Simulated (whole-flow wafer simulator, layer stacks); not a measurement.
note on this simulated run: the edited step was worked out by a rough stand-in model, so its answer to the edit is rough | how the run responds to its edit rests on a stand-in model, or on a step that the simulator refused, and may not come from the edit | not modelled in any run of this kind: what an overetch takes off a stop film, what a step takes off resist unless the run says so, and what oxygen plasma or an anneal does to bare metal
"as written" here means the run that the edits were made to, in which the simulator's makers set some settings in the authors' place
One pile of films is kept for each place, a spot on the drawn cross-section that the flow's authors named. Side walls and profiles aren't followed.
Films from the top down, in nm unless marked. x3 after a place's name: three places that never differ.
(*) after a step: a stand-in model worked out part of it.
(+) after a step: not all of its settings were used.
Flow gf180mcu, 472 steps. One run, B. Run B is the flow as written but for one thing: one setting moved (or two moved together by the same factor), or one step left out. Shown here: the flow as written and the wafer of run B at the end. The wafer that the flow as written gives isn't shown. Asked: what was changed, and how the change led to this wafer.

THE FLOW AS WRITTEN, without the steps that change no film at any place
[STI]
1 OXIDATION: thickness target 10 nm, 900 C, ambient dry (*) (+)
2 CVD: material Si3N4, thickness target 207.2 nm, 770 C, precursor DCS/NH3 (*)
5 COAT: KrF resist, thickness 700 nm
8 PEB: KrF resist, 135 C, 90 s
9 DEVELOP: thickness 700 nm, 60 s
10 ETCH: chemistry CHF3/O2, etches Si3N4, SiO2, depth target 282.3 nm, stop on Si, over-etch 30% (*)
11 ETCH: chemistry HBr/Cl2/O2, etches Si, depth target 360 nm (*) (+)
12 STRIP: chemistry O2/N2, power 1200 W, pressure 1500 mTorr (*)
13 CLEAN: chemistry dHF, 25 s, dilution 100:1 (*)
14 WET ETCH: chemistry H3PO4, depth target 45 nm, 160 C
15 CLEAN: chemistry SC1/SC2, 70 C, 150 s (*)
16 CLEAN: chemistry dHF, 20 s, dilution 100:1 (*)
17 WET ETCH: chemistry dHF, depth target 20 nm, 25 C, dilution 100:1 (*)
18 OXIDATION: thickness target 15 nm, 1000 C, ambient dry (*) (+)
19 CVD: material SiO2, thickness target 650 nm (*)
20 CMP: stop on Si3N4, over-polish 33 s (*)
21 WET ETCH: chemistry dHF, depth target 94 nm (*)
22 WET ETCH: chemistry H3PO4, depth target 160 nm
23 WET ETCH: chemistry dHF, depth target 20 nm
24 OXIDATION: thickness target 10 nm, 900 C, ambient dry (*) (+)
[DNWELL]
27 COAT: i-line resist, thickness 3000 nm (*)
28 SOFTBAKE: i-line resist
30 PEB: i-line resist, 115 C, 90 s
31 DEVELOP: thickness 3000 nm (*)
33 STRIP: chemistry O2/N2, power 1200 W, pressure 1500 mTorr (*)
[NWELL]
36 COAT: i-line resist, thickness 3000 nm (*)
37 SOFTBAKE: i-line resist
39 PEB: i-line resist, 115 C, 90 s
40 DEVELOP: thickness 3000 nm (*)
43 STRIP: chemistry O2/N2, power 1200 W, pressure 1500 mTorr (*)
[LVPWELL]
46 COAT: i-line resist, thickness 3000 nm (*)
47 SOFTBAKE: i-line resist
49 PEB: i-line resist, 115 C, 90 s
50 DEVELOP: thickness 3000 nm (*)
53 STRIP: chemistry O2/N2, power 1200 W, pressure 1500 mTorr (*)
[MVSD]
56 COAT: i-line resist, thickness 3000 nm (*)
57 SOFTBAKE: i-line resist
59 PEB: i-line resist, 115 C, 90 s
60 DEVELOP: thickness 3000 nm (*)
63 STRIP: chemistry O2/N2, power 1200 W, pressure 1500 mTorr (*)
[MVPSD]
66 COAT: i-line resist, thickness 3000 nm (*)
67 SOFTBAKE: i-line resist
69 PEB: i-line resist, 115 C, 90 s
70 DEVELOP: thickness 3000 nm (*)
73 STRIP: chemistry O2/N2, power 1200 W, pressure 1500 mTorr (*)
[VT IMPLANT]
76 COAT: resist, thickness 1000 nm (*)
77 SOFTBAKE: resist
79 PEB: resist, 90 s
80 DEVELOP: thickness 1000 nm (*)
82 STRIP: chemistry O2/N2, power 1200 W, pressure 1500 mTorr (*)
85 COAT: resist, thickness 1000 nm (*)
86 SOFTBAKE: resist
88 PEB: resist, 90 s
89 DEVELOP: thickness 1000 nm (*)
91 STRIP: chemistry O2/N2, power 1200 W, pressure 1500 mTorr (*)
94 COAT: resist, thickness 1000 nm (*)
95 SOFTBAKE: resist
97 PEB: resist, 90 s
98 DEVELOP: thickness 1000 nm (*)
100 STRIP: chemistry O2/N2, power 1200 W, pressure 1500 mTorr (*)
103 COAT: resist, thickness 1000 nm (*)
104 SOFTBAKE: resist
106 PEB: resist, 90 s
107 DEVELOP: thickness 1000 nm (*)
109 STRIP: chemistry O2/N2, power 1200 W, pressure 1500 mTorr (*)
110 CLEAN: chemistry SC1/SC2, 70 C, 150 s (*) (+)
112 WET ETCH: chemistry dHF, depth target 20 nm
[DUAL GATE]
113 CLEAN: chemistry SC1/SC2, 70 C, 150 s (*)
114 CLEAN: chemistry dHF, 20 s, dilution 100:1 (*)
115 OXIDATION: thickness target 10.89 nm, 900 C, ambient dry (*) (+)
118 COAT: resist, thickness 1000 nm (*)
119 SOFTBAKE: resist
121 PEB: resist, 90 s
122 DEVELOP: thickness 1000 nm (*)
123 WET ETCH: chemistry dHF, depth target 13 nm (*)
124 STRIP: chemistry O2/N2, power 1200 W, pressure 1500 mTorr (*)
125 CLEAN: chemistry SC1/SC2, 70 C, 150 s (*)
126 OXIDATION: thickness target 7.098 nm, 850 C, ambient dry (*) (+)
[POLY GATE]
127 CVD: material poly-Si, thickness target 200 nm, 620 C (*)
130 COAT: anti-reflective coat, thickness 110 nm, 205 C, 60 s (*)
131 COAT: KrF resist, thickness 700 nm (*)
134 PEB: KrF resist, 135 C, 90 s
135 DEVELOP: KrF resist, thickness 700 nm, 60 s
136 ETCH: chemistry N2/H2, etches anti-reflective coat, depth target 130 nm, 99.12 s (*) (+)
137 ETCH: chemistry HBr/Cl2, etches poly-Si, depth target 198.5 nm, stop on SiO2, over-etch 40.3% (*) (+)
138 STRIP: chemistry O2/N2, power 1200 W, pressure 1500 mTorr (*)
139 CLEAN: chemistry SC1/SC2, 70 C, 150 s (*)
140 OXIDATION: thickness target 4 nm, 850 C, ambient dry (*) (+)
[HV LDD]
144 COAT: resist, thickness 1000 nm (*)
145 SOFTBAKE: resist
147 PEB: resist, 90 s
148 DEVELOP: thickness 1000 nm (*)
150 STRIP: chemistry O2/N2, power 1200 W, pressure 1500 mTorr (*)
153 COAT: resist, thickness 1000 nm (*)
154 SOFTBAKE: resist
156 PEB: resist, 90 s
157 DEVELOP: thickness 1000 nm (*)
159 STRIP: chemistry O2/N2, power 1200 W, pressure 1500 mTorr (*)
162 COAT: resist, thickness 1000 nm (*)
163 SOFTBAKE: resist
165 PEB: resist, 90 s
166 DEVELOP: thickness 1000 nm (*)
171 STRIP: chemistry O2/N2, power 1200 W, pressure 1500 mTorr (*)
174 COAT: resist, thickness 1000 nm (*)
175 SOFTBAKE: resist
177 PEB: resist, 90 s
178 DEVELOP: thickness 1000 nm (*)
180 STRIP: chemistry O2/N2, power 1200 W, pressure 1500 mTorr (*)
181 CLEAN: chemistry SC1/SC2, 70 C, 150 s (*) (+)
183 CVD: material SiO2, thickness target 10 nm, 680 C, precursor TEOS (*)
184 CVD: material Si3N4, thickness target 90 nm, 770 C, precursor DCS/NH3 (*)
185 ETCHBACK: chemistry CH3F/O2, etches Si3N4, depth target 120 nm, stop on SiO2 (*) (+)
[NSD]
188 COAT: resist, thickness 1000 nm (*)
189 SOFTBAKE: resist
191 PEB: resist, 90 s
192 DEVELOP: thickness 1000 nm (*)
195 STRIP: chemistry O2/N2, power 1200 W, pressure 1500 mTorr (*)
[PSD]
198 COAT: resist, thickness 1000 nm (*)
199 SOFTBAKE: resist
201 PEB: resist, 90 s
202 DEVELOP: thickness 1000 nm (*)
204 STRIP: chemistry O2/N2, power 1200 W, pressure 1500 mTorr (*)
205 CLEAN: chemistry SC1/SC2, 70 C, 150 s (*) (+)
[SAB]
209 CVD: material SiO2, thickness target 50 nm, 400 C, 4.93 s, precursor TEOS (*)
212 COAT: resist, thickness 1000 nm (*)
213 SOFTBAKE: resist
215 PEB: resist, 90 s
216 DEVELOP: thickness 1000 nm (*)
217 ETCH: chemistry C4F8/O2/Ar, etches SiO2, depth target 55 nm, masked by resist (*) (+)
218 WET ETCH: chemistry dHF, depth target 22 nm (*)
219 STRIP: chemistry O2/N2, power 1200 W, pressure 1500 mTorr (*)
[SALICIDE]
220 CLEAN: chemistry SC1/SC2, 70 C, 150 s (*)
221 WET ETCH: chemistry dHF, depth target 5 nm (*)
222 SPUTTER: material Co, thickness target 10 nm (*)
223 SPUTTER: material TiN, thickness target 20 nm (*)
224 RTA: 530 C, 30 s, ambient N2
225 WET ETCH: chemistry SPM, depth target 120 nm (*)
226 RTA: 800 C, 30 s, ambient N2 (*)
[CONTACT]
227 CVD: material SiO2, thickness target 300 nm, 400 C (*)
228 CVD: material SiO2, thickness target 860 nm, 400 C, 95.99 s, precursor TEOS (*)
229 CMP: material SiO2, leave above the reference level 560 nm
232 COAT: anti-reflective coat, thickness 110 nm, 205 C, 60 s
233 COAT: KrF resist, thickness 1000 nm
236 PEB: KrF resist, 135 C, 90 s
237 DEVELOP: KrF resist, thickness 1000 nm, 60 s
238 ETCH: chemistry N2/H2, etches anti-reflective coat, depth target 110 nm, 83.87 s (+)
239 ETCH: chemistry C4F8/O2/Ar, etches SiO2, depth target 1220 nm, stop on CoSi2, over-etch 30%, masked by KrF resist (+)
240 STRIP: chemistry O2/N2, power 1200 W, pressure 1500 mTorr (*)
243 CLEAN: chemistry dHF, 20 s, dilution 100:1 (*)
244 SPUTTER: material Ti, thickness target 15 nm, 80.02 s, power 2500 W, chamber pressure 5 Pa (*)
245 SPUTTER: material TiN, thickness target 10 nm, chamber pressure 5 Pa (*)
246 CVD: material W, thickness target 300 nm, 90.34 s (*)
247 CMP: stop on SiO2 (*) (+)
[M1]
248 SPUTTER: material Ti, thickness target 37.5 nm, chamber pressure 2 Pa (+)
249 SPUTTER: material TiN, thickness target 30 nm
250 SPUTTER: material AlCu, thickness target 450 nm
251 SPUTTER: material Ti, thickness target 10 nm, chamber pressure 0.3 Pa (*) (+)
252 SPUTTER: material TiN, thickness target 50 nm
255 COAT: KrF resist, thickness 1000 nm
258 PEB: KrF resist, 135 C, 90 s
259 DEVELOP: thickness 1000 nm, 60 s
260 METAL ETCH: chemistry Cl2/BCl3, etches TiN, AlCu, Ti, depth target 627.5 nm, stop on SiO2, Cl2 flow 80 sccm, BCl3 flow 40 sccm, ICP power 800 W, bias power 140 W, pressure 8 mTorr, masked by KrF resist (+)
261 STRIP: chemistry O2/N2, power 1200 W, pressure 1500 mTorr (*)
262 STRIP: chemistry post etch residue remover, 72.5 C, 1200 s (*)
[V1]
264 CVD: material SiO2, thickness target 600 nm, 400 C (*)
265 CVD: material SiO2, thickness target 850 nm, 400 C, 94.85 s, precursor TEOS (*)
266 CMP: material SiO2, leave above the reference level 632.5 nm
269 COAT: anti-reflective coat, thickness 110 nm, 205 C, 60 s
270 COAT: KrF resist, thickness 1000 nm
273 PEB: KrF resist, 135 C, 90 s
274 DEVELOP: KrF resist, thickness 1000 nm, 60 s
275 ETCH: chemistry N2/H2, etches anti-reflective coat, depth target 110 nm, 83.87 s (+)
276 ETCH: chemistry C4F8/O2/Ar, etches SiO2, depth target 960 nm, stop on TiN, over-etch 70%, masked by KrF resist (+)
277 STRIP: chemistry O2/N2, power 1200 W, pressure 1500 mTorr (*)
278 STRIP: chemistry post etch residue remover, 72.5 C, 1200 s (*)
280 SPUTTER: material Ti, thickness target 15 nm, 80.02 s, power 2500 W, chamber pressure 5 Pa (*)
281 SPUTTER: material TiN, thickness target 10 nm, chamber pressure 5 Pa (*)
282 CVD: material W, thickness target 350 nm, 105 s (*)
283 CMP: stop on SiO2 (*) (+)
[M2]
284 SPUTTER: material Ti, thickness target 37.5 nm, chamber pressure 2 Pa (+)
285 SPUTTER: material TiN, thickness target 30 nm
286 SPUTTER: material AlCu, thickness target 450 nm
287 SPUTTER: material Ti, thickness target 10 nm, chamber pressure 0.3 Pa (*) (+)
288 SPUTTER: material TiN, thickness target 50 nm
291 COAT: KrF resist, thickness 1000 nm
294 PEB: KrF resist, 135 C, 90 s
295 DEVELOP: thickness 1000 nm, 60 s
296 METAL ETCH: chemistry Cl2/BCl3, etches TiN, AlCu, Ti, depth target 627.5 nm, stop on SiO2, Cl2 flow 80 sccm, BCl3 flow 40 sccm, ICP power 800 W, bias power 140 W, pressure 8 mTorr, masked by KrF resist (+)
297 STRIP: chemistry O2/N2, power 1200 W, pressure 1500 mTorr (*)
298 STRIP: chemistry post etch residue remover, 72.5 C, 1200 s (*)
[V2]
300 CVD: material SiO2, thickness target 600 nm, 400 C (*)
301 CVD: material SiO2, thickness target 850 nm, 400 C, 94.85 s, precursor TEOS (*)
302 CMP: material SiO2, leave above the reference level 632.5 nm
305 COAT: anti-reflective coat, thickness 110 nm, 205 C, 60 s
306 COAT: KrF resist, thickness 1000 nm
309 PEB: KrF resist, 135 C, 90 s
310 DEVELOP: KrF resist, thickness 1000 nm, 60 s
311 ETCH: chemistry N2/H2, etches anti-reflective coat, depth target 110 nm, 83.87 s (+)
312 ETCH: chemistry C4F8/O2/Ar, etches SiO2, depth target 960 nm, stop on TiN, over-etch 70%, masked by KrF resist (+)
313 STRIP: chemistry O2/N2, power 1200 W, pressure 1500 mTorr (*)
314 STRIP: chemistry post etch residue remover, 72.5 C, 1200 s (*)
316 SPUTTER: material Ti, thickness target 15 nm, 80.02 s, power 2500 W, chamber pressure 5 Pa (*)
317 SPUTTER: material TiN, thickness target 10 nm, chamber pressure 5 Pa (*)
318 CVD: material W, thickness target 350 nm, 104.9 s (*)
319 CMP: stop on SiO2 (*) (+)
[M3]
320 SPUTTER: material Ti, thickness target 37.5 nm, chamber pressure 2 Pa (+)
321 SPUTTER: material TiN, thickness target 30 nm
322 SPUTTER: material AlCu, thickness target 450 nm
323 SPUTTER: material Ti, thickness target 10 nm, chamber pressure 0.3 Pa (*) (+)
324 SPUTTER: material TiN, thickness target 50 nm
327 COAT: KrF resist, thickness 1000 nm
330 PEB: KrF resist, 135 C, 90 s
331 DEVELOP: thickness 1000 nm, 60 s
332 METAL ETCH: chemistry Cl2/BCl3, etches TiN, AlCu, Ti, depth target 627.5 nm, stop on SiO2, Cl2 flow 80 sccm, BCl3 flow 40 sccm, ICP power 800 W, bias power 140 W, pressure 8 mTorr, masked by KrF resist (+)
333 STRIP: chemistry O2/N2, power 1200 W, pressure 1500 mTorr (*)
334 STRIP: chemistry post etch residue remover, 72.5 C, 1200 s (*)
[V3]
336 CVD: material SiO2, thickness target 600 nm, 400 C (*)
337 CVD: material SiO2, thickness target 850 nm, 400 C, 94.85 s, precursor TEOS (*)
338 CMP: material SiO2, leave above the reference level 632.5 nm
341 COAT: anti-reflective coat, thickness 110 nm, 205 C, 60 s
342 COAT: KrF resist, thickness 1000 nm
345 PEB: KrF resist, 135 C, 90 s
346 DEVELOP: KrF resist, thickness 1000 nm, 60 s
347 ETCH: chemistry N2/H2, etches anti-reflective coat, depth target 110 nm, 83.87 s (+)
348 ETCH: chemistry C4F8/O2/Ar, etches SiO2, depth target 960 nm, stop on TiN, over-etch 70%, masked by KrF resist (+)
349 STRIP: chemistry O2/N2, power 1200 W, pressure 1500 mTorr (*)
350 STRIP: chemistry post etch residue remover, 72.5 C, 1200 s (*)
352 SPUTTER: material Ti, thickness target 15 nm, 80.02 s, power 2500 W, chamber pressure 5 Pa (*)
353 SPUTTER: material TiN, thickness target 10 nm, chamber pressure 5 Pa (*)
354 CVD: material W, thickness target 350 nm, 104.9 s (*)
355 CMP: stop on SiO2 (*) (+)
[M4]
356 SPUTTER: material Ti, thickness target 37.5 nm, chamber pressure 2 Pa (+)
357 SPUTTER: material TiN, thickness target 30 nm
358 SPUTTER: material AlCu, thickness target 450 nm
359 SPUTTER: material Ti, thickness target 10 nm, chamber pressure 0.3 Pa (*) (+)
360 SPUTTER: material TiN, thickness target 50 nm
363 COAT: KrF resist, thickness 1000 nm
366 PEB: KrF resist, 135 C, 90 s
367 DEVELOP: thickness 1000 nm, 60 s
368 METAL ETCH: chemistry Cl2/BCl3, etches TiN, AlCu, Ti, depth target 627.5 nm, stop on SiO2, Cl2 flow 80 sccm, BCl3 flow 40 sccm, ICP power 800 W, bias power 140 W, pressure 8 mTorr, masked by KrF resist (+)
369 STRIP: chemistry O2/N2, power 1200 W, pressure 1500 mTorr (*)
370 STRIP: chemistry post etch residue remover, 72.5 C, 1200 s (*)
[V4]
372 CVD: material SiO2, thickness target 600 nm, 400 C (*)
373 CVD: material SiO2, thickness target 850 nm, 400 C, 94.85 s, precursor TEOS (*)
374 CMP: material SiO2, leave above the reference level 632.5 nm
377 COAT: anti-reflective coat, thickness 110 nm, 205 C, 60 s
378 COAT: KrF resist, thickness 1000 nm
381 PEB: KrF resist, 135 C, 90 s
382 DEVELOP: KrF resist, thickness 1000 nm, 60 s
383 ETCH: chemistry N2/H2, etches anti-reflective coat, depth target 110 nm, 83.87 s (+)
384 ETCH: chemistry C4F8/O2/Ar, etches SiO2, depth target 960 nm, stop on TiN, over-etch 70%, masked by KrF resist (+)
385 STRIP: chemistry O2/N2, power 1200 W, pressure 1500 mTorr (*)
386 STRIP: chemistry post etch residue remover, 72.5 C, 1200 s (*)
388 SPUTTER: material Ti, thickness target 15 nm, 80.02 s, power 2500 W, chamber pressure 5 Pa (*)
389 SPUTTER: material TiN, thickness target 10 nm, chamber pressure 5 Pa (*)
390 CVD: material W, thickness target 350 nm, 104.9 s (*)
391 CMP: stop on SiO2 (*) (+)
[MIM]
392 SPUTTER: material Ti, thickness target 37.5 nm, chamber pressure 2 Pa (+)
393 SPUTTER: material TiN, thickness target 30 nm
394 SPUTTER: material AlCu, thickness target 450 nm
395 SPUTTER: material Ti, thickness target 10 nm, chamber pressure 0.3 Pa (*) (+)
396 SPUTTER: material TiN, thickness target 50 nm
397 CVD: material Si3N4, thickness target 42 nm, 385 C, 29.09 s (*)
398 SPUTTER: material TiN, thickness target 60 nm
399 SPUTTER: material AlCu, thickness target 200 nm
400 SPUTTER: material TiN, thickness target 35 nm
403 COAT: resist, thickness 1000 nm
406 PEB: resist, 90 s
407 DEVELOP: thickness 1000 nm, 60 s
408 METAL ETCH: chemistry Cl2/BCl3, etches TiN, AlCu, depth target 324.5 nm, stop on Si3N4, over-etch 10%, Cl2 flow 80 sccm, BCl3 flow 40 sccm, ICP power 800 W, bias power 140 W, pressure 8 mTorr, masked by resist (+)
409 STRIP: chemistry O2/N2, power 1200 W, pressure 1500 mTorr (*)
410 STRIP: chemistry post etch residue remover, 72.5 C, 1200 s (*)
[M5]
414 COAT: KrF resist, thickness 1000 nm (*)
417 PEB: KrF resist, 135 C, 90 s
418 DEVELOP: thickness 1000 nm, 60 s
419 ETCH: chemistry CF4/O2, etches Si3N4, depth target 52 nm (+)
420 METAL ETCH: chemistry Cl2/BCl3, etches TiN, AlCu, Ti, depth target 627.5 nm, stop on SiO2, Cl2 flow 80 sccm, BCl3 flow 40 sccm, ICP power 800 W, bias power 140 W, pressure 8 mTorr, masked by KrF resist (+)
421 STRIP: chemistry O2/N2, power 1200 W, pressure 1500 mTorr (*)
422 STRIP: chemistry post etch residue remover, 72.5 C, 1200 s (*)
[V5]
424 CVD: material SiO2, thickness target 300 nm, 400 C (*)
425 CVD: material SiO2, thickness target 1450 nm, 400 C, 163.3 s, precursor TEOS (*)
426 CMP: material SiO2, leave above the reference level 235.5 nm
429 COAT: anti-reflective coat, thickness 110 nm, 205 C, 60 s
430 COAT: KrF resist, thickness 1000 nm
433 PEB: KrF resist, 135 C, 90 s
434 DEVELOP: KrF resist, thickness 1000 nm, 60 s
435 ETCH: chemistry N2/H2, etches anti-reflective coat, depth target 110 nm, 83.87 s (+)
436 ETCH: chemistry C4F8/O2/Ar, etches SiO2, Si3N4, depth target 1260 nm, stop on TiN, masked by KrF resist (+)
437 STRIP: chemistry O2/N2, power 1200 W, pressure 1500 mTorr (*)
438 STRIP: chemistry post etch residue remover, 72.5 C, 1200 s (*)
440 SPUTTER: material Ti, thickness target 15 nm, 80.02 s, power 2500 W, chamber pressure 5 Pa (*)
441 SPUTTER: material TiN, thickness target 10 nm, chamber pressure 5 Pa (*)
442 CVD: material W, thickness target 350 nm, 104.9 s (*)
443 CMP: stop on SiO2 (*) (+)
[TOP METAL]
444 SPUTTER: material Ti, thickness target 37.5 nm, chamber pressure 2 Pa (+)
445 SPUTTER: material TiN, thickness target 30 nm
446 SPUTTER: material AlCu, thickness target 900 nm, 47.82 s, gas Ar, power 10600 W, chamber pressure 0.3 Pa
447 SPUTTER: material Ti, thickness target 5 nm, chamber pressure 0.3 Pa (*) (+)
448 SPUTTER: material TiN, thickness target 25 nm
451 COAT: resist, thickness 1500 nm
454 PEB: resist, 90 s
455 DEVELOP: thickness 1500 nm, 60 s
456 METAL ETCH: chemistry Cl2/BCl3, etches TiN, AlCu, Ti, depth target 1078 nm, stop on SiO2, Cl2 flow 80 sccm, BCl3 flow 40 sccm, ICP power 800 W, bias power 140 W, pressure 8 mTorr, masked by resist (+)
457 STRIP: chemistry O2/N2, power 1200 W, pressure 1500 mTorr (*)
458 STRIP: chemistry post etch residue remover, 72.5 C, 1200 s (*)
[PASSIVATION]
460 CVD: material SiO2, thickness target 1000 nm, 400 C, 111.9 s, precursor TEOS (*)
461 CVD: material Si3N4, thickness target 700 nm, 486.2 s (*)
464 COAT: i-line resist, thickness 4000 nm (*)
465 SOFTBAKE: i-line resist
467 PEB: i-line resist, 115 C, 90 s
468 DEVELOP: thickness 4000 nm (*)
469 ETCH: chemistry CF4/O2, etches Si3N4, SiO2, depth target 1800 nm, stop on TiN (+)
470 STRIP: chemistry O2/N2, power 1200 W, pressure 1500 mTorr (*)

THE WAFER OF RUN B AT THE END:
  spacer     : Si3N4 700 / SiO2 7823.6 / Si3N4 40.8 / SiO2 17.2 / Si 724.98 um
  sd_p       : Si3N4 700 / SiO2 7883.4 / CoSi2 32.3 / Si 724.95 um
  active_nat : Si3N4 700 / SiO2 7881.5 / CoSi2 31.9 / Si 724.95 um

The cause: step 184, CVD: thickness target 45 nm was run, where the flow has thickness target 90 nm; step 185, ETCHBACK: depth target 60 nm was run, where the flow has depth target 120 nm.

How the change led to this, step by step:
  184 CVD: material Si3N4, thickness target 90 nm, 770 C, precursor DCS/NH3 (*)
      field, field__w1, field__w2 and 101 more: Si3N4 +45 (new film) (as written it would be: Si3N4 +90 (new film))
  185 ETCHBACK: chemistry CH3F/O2, etches Si3N4, depth target 120 nm, stop on SiO2 (*) (+)
      field, field__w1, field__w2 and 100 more: Si3N4 -45 (all of it), SiO2 -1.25 (as written it would be: Si3N4 -90 (all of it), SiO2 -2.5)
  188 COAT: resist, thickness 1000 nm (*)
      spacer: resist +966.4 (new film) (as written it would be: resist +920.3 (new film))
  189 SOFTBAKE: resist
      nw_enc_fld_lv__w3: resist -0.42 (as written it would be: resist +0.35)
  191 PEB: resist, 90 s
      spacer: resist -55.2 (as written it would be: resist -52.3)
  192 DEVELOP: thickness 1000 nm (*)
      spacer: resist -911.1 (all of it) (as written it would be: resist -868 (all of it))
  198 COAT: resist, thickness 1000 nm (*)
      spacer: resist +966.4 (new film) (as written it would be: resist +920.3 (new film))
  199 SOFTBAKE: resist
      nw_enc_fld_lv__w3: resist -0.42 (as written it would be: resist +0.35)
  201 PEB: resist, 90 s
      spacer: resist -55.2 (as written it would be: resist -52.3)
  204 STRIP: chemistry O2/N2, power 1200 W, pressure 1500 mTorr (*)
      spacer: resist -911.1 (all of it) (as written it would be: resist -868 (all of it))
  212 COAT: resist, thickness 1000 nm (*)
      spacer: resist +965.2 (new film) (as written it would be: resist +919.2 (new film))
  215 PEB: resist, 90 s
      spacer: resist -55.2 (as written it would be: resist -52.3)
  216 DEVELOP: thickness 1000 nm (*)
      spacer: resist -910.1 (all of it) (as written it would be: resist -866.9 (all of it))
  218 WET ETCH: chemistry dHF, depth target 22 nm (*)
      gate, gate_hv, gate_p and 23 more: SiO2 -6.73 (all of it) (as written it would be: SiO2 -5.48 (all of it))
      active, p_well, sd_n, iso_ptap_pw, iso_ntap_nw, iso_ptap_sub, vpnp_e: SiO2 -10.3 (all of it) (as written it would be: SiO2 -9.01 (all of it))
      (and at 16 more places)
  222 SPUTTER: material Co, thickness target 10 nm (*)
      field__w3: Co +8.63 (new film) (as written it would be: Co +8.06 (new film))
      field__w12: Co +6.85 (new film) (as written it would be: Co +6.15 (new film))
      (and at 2 more places)
  223 SPUTTER: material TiN, thickness target 20 nm (*)
      field__w2: TiN +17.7 (new film) (as written it would be: TiN +17 (new film))
      field__w3: TiN +16.9 (new film) (as written it would be: TiN +15.7 (new film))
      (and at 5 more places)
  ... 3 more steps ...
  229 CMP: material SiO2, leave above the reference level 560 nm
      spacer: SiO2 -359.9 (as written it would be: SiO2 -404.9)
